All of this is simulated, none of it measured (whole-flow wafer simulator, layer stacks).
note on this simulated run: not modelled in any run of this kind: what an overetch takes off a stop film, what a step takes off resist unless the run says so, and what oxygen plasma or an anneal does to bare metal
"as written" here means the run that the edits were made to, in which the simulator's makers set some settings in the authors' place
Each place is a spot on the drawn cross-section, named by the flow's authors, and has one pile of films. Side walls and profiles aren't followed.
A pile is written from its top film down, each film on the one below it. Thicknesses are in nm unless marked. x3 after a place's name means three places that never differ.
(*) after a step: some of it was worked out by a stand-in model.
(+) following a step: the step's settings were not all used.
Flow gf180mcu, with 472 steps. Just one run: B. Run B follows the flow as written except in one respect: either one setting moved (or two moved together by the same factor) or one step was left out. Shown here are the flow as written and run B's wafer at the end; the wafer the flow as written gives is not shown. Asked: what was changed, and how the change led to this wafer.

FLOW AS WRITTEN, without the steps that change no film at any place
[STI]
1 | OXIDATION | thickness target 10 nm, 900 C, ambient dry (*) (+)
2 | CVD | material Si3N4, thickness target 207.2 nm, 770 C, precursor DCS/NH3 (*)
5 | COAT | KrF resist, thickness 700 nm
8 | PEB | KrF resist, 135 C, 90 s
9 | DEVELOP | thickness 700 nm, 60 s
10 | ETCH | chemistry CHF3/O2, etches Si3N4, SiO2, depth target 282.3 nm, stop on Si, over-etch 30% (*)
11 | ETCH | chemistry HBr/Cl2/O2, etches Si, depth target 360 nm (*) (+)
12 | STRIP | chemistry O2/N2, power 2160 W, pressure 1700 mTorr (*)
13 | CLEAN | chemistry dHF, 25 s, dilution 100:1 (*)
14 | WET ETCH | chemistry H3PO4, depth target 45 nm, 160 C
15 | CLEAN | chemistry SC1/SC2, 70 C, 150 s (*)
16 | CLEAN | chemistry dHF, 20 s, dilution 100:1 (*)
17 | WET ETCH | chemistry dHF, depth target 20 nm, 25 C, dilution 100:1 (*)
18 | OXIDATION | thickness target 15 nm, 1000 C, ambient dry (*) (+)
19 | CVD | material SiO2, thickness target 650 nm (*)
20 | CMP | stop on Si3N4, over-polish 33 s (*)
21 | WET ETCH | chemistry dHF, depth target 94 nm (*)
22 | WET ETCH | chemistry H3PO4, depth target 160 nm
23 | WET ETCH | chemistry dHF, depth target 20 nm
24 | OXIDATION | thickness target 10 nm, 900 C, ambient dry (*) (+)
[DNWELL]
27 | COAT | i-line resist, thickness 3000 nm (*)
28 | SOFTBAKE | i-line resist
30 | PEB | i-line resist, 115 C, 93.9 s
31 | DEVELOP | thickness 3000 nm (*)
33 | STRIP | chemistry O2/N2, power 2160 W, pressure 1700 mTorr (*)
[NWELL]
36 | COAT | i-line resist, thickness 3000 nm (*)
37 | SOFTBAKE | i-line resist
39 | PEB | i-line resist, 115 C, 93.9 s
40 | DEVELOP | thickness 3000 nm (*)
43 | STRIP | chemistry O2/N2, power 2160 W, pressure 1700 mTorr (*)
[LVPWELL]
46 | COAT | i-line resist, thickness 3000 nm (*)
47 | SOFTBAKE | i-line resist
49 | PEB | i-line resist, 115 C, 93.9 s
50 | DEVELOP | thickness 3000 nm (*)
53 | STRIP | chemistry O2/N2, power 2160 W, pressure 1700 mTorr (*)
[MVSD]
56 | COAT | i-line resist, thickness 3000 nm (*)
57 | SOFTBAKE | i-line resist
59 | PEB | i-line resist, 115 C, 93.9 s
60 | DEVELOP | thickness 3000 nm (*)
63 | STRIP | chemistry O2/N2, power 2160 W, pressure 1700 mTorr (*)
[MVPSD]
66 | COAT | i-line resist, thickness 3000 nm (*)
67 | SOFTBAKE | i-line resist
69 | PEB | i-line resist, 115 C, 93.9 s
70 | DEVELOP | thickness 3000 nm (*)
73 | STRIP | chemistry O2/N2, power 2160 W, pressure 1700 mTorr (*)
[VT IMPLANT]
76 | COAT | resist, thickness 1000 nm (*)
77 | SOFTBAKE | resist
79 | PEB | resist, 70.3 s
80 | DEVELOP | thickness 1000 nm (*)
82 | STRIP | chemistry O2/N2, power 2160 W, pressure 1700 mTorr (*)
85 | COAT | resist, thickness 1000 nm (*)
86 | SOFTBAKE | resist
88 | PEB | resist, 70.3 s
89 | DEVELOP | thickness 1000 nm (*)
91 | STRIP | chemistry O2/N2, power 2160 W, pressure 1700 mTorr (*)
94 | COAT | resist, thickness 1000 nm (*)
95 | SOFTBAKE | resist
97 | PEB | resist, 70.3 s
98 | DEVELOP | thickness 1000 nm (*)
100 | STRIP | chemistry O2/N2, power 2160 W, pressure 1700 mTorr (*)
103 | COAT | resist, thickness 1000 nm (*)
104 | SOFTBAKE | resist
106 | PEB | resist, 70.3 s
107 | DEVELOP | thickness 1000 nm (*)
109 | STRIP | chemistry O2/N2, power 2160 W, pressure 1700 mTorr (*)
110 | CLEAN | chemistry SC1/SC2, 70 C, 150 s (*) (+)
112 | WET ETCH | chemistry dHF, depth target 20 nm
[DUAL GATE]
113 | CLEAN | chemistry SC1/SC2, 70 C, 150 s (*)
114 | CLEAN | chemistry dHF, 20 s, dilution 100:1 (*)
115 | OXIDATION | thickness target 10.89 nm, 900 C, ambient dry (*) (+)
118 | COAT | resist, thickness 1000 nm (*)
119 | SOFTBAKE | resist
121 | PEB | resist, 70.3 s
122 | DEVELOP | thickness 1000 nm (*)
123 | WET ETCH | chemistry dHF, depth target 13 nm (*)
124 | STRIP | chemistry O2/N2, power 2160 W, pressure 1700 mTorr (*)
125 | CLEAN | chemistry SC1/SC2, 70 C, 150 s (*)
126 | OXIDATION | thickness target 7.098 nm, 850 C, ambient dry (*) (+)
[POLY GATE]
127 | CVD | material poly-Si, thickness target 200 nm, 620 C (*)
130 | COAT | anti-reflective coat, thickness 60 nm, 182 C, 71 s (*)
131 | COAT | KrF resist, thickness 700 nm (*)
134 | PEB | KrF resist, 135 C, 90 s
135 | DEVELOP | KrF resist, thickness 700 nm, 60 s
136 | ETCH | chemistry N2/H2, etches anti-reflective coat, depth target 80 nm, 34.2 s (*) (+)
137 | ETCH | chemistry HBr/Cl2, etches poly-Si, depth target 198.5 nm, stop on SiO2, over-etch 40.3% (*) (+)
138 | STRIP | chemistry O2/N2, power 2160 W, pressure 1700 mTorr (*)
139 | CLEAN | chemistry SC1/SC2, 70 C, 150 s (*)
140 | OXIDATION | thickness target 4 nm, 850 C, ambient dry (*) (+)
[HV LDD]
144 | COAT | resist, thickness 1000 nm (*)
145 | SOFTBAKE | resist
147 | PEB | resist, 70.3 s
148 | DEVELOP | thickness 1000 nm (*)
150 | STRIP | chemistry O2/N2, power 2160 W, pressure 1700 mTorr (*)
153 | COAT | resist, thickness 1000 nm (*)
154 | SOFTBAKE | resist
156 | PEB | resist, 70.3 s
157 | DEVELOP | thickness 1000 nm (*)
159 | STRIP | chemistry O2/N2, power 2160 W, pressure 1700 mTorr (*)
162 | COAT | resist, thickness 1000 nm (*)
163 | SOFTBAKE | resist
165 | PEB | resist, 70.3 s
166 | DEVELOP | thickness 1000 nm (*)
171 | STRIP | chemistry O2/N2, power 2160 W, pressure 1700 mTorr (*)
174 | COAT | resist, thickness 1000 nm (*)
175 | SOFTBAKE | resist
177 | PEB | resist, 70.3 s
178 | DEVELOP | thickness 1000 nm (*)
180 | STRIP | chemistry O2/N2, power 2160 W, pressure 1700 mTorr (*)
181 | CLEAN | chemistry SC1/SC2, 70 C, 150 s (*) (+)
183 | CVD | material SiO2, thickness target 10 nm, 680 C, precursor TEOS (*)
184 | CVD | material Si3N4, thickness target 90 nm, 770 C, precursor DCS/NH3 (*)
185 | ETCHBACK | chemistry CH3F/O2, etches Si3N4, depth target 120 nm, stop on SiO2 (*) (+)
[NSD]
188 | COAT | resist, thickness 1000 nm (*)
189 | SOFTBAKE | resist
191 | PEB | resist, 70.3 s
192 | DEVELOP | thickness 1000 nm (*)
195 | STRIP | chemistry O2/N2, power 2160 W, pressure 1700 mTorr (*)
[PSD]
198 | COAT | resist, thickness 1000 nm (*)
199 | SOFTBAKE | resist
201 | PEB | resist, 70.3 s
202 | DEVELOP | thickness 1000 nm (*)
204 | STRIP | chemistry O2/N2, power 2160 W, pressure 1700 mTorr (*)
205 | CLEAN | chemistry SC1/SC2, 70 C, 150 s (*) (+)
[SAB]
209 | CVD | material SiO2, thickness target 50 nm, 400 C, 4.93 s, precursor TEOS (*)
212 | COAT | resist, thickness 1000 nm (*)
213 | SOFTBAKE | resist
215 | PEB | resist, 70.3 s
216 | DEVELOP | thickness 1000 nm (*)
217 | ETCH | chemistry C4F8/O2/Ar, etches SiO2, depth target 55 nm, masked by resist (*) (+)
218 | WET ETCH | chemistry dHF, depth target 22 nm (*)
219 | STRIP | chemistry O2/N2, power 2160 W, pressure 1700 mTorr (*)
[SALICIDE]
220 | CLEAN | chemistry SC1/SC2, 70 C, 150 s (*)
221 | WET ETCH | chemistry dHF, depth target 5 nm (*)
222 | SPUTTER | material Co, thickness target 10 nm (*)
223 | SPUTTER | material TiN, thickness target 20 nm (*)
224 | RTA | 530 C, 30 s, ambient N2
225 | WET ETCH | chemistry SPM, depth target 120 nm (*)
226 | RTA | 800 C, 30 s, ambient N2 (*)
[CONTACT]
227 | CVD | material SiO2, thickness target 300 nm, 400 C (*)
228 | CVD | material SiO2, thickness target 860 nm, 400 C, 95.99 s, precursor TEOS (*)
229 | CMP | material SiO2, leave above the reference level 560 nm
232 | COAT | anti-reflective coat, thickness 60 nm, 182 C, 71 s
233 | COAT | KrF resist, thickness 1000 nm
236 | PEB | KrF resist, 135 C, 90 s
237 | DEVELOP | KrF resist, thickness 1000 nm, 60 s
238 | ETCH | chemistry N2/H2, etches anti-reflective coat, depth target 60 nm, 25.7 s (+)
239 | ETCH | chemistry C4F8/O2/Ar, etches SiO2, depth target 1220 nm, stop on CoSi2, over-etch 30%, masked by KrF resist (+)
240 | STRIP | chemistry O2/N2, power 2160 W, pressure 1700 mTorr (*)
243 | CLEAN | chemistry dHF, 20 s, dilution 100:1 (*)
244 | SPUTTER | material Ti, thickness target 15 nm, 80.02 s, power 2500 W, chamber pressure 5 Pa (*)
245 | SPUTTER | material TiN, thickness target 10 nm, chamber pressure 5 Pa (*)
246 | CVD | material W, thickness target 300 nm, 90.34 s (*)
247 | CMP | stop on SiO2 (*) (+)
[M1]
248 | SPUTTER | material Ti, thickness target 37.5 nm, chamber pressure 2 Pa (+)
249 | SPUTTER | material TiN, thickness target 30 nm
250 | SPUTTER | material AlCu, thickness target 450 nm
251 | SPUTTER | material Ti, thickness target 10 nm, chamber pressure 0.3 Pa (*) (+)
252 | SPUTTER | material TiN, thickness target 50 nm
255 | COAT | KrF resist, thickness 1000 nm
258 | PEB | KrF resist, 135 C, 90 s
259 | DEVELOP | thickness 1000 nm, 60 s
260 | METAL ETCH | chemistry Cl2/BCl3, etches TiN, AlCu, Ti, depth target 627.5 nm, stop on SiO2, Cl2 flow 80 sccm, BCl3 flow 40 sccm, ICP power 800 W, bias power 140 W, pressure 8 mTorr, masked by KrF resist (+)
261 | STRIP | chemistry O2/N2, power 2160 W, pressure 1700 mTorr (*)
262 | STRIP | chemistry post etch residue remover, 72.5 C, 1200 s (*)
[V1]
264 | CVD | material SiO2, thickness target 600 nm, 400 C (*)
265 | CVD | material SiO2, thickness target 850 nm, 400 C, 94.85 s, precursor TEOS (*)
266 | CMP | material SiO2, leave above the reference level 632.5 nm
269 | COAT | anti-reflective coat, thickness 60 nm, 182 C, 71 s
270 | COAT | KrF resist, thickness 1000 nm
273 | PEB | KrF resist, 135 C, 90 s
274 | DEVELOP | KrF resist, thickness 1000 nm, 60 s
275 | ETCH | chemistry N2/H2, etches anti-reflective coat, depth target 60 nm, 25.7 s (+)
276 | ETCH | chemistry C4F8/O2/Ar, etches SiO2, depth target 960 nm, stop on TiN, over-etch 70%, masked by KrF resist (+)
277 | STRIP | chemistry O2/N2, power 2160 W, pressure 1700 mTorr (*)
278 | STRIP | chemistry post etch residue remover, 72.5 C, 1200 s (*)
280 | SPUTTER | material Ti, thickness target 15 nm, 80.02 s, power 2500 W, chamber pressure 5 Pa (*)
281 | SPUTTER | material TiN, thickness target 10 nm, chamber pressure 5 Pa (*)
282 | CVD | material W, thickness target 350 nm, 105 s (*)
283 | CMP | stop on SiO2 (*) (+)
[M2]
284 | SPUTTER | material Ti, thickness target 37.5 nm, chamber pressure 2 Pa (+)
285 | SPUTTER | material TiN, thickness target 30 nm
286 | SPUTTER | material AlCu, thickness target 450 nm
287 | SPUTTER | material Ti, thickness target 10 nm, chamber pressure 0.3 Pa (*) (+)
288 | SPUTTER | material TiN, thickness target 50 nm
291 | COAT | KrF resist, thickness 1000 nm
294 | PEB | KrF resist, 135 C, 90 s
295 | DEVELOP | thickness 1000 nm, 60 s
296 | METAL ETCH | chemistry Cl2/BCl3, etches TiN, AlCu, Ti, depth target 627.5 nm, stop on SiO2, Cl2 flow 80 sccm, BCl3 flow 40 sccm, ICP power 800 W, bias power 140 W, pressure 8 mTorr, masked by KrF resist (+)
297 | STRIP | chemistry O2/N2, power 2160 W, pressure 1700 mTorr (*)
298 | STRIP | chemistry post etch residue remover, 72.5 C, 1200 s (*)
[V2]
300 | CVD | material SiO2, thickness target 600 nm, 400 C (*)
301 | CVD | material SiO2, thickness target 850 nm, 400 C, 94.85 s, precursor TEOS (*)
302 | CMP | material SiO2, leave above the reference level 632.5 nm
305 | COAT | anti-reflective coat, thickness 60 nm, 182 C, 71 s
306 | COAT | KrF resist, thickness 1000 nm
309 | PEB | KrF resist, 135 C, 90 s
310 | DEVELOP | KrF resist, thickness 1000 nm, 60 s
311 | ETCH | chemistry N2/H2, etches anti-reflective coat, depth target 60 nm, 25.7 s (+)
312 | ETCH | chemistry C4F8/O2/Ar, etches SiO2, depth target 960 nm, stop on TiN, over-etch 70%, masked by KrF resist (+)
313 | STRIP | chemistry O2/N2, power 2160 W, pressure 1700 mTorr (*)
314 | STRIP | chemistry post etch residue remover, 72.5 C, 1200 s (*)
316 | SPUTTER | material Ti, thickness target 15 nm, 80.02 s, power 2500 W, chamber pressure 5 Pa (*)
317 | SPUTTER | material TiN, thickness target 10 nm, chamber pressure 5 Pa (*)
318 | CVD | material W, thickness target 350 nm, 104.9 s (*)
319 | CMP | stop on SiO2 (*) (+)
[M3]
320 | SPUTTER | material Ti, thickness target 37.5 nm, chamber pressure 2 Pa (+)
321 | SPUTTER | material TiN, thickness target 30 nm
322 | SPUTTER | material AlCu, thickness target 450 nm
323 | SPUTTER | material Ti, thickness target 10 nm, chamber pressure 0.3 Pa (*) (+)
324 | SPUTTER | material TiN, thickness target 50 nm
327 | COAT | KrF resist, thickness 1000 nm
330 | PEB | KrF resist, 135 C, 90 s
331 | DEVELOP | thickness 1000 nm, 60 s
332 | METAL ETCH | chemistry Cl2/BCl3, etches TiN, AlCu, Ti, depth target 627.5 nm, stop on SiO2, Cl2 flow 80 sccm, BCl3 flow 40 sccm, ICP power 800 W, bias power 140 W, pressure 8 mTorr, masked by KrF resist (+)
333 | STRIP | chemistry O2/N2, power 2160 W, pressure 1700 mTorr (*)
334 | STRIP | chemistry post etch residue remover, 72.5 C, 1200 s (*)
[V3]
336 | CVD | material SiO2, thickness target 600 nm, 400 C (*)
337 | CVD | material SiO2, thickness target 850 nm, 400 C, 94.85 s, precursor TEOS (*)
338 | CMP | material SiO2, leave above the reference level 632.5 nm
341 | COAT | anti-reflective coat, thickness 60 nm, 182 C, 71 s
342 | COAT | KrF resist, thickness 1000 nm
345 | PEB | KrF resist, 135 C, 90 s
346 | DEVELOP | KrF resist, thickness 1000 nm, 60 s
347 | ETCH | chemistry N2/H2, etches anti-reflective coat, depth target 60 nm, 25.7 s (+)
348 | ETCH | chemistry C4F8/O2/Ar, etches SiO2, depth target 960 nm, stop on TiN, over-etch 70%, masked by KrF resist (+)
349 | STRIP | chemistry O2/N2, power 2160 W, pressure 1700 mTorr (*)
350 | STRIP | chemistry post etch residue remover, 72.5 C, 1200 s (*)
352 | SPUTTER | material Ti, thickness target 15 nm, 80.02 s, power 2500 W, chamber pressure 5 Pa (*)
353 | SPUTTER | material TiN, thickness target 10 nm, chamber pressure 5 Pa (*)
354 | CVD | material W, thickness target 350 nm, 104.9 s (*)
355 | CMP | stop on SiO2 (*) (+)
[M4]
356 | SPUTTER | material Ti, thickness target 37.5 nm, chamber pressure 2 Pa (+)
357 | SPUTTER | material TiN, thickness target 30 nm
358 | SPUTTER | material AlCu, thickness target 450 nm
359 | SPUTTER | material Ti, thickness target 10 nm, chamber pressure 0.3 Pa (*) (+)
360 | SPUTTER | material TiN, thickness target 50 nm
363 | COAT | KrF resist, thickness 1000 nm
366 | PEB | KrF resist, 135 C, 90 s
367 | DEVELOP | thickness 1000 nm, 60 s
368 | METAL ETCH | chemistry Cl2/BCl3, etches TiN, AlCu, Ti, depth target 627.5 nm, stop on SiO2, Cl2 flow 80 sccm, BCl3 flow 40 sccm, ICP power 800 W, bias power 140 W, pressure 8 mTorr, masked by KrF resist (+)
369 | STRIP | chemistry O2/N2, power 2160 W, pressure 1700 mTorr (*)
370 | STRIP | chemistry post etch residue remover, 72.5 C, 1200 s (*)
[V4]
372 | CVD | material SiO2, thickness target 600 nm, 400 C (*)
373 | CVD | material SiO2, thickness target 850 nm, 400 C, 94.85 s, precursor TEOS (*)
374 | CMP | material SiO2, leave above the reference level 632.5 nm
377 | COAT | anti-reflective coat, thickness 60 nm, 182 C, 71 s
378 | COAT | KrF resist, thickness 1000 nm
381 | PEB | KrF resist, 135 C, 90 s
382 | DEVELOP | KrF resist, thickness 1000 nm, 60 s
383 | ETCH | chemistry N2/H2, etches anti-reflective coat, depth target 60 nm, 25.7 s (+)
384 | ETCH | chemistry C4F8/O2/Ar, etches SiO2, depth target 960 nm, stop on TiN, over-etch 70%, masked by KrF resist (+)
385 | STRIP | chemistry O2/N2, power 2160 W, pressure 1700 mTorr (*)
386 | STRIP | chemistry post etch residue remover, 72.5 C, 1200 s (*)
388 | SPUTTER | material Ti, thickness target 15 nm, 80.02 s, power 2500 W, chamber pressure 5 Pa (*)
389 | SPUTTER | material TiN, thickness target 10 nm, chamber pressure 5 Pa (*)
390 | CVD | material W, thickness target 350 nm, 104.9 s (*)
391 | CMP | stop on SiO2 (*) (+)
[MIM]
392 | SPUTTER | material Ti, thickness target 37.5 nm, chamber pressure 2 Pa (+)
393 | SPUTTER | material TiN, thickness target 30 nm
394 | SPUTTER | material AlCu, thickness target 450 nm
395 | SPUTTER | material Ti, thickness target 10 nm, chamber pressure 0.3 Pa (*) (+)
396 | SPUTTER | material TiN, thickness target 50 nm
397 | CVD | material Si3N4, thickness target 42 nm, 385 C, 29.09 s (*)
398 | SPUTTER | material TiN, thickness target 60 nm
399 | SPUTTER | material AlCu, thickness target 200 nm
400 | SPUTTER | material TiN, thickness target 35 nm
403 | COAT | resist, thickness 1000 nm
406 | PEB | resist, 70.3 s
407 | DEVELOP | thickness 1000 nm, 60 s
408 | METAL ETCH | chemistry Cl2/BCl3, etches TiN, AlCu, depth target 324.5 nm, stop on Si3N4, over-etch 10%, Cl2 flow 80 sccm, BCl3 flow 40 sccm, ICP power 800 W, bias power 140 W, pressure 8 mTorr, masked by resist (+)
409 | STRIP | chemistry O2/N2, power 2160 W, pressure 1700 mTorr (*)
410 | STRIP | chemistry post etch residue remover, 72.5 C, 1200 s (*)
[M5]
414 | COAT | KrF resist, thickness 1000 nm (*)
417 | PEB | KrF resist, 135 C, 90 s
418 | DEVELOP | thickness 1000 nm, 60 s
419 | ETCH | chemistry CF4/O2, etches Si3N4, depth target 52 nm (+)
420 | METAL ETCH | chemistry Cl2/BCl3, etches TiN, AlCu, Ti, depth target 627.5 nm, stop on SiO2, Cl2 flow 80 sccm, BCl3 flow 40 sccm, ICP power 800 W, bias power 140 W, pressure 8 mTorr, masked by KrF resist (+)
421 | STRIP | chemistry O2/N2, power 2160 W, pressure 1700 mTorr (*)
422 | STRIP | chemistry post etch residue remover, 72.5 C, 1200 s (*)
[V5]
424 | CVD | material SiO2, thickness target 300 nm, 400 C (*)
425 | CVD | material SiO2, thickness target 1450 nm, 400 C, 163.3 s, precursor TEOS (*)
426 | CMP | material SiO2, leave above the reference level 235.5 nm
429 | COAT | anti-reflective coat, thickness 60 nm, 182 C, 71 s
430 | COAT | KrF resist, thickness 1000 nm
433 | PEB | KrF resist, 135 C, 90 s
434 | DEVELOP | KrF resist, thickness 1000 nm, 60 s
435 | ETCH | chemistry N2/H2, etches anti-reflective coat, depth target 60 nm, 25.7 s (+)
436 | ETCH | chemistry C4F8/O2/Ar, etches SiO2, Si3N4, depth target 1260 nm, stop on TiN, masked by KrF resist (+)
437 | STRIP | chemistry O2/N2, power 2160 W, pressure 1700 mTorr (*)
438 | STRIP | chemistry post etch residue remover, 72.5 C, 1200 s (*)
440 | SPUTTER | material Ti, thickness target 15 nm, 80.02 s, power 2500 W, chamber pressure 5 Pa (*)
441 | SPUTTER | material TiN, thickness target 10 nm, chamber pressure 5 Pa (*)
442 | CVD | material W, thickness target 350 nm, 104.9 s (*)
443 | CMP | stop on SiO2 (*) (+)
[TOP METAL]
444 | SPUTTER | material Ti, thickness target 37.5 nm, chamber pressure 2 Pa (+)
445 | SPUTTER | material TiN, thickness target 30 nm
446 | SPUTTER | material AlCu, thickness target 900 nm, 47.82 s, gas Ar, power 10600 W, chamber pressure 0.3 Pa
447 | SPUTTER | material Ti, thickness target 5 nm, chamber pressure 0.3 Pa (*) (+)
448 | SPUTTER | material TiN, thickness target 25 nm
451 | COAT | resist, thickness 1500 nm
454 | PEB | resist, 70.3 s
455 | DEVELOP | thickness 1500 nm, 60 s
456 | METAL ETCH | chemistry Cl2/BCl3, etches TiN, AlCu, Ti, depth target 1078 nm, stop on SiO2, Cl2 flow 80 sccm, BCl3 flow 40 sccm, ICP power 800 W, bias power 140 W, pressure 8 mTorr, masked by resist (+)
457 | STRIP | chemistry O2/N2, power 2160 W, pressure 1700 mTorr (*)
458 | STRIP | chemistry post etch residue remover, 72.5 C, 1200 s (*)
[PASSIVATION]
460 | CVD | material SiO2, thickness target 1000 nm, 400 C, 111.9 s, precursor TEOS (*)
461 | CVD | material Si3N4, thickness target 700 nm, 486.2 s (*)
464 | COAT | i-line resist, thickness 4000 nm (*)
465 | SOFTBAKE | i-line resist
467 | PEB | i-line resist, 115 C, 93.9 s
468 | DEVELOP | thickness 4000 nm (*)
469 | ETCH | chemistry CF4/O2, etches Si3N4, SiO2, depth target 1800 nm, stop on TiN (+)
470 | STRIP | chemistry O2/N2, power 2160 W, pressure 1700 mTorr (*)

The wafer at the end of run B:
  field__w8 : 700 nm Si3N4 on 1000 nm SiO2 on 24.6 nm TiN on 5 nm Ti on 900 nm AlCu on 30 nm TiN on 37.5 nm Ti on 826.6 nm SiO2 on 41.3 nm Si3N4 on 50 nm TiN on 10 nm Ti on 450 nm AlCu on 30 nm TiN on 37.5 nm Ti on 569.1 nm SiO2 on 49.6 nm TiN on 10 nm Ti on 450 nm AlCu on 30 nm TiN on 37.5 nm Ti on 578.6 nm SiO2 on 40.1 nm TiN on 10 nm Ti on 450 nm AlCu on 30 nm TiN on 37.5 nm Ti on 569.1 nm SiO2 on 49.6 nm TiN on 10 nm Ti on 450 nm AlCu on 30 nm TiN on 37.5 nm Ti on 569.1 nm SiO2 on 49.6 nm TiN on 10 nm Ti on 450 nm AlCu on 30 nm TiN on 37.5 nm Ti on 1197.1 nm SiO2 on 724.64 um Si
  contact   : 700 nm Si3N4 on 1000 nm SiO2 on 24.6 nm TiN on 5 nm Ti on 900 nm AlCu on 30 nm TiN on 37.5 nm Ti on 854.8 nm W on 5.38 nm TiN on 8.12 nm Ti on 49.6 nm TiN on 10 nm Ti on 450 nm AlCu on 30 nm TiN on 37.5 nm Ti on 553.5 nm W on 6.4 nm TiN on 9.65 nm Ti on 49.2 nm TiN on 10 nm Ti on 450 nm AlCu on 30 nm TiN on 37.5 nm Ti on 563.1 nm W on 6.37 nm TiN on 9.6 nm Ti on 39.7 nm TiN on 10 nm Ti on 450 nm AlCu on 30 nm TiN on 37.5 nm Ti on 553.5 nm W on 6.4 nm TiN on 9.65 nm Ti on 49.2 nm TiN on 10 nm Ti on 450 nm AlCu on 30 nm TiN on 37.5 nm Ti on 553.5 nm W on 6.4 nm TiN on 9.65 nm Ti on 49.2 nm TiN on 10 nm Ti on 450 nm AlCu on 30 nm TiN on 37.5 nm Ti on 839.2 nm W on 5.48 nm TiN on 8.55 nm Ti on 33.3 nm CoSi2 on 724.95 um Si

What caused this: step 324, SPUTTER: thickness target 40.5 nm was run, though the flow has thickness target 50 nm.

Step by step, how the change led to this:
  324 | SPUTTER | material TiN, thickness target 50 nm
      field, field__w1, field__w2 and 108 more: +40.5 TiN (new film) (as written it would have been: +50 TiN (new film))
  332 | METAL ETCH | chemistry Cl2/BCl3, etches TiN, AlCu, Ti, depth target 627.5 nm, stop on SiO2, Cl2 flow 80 sccm, BCl3 flow 40 sccm, ICP power 800 W, bias power 140 W, pressure 8 mTorr, masked by KrF resist (+)
      field, field__w1, field__w2 and 103 more: -40.5 TiN (all of it), -10 Ti (all of it), -450 AlCu (all of it), -30 TiN (all of it), -37.5 Ti (all of it) (as written it would have been: -50 TiN (all of it), -10 Ti (all of it), -450 AlCu (all of it), -30 TiN (all of it), -37.5 Ti (all of it))
